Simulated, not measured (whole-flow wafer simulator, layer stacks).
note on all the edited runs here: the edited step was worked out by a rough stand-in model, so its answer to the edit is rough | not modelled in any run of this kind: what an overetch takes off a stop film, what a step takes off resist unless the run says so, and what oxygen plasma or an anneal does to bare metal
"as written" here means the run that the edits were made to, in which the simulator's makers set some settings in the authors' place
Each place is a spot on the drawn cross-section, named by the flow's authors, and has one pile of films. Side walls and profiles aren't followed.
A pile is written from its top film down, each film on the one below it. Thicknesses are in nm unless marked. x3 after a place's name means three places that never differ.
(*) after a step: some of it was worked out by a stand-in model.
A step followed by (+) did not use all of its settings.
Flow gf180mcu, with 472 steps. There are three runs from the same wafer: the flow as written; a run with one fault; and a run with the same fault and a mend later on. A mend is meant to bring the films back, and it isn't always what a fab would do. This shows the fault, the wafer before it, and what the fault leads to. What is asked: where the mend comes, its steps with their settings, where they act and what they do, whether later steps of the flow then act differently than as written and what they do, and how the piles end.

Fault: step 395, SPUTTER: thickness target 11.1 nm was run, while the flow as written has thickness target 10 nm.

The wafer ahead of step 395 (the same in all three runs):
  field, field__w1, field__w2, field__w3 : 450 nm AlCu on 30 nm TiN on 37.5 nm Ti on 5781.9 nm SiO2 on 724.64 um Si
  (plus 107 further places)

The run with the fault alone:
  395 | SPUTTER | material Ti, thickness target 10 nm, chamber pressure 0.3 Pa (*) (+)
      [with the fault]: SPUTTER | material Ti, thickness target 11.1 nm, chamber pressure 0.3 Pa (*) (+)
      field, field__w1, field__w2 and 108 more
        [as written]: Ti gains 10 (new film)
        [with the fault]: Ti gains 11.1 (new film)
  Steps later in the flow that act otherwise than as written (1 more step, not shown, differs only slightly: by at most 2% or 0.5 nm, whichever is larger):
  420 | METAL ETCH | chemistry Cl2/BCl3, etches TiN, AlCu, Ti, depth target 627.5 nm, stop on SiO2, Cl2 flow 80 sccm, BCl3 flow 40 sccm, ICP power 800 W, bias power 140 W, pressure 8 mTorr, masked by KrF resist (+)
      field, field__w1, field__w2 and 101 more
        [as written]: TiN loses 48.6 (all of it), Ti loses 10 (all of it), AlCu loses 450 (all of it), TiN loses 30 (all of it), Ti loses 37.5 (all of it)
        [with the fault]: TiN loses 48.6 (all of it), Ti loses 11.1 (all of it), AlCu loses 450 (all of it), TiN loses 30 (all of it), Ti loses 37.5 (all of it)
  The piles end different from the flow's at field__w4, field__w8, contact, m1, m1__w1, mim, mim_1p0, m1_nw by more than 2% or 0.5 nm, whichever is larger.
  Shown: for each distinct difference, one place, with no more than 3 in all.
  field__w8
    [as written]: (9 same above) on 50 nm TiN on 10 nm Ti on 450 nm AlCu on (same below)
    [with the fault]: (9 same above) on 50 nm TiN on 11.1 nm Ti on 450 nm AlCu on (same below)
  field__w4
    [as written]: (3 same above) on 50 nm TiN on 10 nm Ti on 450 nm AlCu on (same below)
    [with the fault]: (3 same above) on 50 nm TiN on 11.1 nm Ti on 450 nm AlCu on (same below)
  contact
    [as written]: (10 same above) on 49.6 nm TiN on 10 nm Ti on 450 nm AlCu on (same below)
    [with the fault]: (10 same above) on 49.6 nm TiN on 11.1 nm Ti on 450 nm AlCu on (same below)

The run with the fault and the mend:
  The mend stands after step 395.
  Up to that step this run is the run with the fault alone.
  395a | METAL ETCH | chemistry Cl2/BCl3, etches TiN, AlCu, Ti, depth target 1.1 nm, Cl2 flow 80 sccm, BCl3 flow 40 sccm, ICP power 800 W, bias power 140 W, pressure 8 mTorr (the flow's step 260 again, with other settings)
      field, field__w1, field__w2 and 108 more
        Ti loses 1.1
  Later steps of the flow that are run all act as written at every place that is followed.
  The piles end the same as the flow's at every place that both follow.
